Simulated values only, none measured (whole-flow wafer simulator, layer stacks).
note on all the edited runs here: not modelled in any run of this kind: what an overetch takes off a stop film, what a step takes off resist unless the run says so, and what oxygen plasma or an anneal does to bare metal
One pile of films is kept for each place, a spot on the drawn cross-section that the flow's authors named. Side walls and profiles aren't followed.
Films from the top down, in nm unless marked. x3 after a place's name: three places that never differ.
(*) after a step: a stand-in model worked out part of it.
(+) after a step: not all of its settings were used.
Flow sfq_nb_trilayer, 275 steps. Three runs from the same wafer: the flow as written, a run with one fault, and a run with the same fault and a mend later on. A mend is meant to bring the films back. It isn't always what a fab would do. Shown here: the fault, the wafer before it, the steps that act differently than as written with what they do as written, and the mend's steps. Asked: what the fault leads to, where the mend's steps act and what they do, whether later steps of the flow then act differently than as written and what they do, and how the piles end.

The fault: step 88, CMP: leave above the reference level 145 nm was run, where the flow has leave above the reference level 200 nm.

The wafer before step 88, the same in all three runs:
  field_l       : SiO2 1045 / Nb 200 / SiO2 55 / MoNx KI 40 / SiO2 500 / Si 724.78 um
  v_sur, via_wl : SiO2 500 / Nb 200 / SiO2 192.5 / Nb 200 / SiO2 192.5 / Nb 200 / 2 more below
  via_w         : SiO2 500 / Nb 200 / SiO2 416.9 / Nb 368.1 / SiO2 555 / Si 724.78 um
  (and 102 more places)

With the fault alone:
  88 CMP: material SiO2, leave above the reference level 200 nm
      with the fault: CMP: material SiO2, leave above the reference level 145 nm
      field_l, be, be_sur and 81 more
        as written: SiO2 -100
        with the fault: SiO2 -155
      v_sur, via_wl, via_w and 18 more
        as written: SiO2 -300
        with the fault: SiO2 -355
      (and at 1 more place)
  Later steps of the flow that act differently than as written (4 more steps differ only slightly, by at most 2% or 0.5 nm, whichever is larger, and aren't shown):
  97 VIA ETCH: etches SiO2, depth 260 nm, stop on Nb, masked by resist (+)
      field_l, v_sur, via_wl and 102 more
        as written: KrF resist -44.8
        with the fault: KrF resist -37.5
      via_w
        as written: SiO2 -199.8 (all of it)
        with the fault: SiO2 -144.8 (all of it)
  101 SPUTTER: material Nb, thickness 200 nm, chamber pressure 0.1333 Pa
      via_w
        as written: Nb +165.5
        with the fault: Nb +177.6
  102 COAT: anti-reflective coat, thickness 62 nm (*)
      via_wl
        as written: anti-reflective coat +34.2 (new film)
        with the fault: anti-reflective coat +35.8 (new film)
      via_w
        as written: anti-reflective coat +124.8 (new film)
        with the fault: anti-reflective coat +111.6 (new film)
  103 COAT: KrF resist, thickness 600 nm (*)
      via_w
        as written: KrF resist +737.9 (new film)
        with the fault: KrF resist +692.7 (new film)
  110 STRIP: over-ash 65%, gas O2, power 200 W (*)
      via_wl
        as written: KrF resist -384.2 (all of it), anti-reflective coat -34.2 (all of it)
        with the fault: KrF resist -389.3 (all of it), anti-reflective coat -35.8 (all of it)
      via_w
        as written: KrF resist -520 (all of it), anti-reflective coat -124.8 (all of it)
        with the fault: KrF resist -474.8 (all of it), anti-reflective coat -111.6 (all of it)
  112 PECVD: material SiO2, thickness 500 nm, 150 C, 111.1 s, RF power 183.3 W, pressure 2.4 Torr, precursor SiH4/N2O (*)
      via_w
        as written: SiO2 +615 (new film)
        with the fault: SiO2 +523.4 (new film)
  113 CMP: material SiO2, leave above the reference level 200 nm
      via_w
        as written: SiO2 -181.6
        with the fault: SiO2 -157.1
  At the end the piles differ from the flow's by more than 2% or 0.5 nm, whichever is larger, at v_sur, via_wl, via_w and 86 more.
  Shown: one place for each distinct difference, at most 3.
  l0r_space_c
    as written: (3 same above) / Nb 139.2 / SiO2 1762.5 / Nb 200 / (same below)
    with the fault: (3 same above) / Nb 139.2 / SiO2 1707.5 / Nb 200 / (same below)
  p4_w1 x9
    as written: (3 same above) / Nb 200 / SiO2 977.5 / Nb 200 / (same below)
    with the fault: (3 same above) / Nb 200 / SiO2 922.5 / Nb 200 / (same below)
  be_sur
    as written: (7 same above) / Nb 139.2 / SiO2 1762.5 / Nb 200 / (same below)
    with the fault: (7 same above) / Nb 139.2 / SiO2 1707.5 / Nb 200 / (same below)

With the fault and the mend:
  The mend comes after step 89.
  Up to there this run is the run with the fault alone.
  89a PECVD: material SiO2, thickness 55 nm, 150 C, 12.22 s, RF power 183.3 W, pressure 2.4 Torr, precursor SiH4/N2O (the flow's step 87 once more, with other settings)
      field_l, v_sur, via_wl and 103 more
        SiO2 +55
  No later step of the flow acts differently than as written at any place that is followed.
  At the end the piles are the same as the flow's at every place that both follow.
